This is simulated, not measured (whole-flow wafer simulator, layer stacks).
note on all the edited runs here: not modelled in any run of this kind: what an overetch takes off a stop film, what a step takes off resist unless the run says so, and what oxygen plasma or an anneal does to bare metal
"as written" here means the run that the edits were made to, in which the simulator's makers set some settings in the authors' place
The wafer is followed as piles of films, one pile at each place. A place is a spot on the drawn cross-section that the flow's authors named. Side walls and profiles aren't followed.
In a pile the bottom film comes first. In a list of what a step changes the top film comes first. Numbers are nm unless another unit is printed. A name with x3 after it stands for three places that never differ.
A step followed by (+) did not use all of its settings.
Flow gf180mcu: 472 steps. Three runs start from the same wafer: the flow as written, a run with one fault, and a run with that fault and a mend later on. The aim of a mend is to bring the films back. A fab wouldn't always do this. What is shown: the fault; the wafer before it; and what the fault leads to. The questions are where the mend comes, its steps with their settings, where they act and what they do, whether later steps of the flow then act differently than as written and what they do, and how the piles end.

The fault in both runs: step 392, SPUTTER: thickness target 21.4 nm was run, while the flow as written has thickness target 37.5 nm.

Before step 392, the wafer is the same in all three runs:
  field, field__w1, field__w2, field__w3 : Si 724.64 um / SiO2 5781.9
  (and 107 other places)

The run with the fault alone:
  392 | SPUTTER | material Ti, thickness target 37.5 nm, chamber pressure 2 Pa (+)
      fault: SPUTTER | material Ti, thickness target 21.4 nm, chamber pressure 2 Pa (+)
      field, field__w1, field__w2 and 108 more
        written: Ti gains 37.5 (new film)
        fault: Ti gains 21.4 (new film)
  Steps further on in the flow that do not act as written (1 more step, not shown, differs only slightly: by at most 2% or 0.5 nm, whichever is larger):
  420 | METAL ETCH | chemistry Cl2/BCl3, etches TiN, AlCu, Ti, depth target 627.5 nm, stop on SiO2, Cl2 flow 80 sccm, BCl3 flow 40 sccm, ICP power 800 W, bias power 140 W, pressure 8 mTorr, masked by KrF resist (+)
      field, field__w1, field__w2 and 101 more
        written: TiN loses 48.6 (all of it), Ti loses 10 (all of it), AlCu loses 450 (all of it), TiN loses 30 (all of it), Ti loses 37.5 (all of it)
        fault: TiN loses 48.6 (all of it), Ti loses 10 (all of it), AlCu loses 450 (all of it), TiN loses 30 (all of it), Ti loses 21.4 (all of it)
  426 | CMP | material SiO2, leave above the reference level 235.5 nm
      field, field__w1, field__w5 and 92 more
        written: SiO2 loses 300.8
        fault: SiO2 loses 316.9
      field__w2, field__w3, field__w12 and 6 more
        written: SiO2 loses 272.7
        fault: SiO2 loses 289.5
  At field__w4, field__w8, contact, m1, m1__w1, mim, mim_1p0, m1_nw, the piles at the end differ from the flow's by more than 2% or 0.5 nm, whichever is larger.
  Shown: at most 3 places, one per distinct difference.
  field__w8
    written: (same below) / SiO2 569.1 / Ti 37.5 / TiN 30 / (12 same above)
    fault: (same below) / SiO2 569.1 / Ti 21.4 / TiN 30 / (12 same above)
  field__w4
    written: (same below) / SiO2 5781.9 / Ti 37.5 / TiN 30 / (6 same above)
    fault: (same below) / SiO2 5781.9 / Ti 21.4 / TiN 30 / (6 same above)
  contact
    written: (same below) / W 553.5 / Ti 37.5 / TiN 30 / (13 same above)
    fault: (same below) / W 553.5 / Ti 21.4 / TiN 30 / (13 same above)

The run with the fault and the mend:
  The mend follows step 392.
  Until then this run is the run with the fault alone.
  392a | SPUTTER | material Ti, thickness target 16.1 nm, chamber pressure 2 Pa (+) (the flow's step 392, run once more with other settings)
      field, field__w1, field__w2 and 108 more
        Ti gains 16.1
  None of the later steps of the flow acts differently than as written at any place that is followed.
  The piles end the same as the flow's at every place that both follow.
